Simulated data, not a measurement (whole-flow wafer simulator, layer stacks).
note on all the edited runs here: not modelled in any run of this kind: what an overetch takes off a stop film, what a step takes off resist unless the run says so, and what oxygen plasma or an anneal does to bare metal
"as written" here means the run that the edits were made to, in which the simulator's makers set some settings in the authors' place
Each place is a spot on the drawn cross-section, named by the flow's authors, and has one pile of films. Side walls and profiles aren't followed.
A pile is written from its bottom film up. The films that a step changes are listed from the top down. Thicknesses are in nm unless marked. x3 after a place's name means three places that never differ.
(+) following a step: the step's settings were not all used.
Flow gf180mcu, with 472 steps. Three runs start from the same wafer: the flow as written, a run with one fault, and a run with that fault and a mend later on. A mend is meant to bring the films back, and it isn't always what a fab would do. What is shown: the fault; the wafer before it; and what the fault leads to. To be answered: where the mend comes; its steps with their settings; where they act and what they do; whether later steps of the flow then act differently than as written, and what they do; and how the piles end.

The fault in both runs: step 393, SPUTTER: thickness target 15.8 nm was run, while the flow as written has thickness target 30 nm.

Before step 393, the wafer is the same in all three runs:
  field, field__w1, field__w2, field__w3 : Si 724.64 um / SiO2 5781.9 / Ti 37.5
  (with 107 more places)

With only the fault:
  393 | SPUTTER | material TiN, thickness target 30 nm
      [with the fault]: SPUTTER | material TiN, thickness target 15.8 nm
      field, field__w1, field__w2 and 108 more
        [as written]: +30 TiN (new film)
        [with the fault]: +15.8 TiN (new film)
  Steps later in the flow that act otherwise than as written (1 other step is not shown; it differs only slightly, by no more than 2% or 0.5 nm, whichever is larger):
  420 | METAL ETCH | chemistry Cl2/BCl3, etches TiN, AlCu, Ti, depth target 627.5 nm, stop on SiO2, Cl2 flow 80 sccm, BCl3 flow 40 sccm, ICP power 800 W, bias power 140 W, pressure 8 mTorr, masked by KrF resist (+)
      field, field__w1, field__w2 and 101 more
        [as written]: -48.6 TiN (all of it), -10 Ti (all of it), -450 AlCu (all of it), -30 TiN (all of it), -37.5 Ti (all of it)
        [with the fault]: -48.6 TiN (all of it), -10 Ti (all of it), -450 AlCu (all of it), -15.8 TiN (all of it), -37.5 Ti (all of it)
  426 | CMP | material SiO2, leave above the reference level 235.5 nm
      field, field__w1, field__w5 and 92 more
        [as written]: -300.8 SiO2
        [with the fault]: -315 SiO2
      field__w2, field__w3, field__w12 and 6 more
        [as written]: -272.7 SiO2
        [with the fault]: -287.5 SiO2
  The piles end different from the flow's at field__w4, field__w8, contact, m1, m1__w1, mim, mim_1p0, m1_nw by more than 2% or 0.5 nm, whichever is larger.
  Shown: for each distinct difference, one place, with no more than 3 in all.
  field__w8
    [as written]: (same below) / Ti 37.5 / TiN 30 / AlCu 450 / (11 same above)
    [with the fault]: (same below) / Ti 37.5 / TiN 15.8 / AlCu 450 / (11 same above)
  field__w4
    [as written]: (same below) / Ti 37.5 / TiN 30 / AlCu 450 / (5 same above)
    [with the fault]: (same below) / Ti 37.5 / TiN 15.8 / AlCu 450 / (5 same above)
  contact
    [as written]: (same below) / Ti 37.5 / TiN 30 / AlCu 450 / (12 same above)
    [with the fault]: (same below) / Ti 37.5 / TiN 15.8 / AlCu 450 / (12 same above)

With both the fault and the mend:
  The mend stands after step 393.
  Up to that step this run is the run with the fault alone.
  393a | SPUTTER | material TiN, thickness target 14.2 nm (the flow's step 393 again, with other settings)
      field, field__w1, field__w2 and 108 more
        +14.2 TiN
  None of the later steps of the flow acts differently than as written at any place that is followed.
  By the end, the piles equal the flow's at every place that both follow.
